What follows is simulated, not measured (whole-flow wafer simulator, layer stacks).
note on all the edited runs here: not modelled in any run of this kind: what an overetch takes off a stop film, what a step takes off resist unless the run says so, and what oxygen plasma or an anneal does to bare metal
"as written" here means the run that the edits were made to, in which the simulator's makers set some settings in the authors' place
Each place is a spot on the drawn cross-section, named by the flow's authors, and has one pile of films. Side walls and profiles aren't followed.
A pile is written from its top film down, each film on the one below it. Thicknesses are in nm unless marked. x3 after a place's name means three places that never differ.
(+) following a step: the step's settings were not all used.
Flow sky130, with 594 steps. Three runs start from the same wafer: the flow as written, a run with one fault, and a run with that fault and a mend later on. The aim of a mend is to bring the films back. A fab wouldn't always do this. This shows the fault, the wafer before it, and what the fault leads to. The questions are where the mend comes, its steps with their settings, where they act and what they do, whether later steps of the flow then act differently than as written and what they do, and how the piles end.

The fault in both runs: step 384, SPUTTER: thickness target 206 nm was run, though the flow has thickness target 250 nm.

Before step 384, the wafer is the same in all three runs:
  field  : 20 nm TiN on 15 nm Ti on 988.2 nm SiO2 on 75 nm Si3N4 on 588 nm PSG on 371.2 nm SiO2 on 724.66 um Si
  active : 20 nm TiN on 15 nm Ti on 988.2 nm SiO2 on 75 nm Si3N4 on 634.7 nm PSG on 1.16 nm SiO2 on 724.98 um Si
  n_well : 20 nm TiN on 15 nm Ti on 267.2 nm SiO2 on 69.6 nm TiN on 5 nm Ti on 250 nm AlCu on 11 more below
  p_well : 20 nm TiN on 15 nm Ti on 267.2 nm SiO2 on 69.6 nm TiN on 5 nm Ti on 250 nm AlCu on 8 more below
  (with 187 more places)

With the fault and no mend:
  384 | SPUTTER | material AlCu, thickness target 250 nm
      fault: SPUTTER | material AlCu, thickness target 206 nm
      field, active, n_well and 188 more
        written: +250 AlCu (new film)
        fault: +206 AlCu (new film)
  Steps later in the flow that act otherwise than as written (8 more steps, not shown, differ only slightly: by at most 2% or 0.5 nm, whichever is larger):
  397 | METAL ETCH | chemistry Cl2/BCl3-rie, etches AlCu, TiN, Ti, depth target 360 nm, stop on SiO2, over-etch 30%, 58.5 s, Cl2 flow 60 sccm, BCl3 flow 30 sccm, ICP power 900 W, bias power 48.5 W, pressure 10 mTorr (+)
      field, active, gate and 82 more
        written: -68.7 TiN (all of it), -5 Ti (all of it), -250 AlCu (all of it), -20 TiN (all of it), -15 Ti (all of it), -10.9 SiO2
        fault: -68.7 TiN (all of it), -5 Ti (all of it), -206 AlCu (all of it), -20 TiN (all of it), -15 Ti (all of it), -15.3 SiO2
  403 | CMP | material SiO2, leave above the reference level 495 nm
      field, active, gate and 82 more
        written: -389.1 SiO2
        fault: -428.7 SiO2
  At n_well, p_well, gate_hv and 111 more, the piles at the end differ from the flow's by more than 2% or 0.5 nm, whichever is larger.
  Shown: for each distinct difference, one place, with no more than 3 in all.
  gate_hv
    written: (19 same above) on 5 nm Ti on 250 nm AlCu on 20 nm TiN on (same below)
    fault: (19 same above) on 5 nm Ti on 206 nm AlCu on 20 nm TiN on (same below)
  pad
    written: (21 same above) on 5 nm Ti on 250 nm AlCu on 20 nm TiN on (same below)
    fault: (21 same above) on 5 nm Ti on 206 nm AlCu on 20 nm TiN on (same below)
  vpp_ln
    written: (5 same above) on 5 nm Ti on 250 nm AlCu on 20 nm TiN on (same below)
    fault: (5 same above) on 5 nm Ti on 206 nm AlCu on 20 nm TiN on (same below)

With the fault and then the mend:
  After step 384 comes the mend.
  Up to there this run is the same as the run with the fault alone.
  384a | SPUTTER | material AlCu, thickness target 44 nm (the flow's step 384 again, with other settings)
      field, active, n_well and 188 more
        +44 AlCu
  Every later step of the flow that is run acts as written at every place that is followed.
  By the end, the piles equal the flow's at every place that both follow.
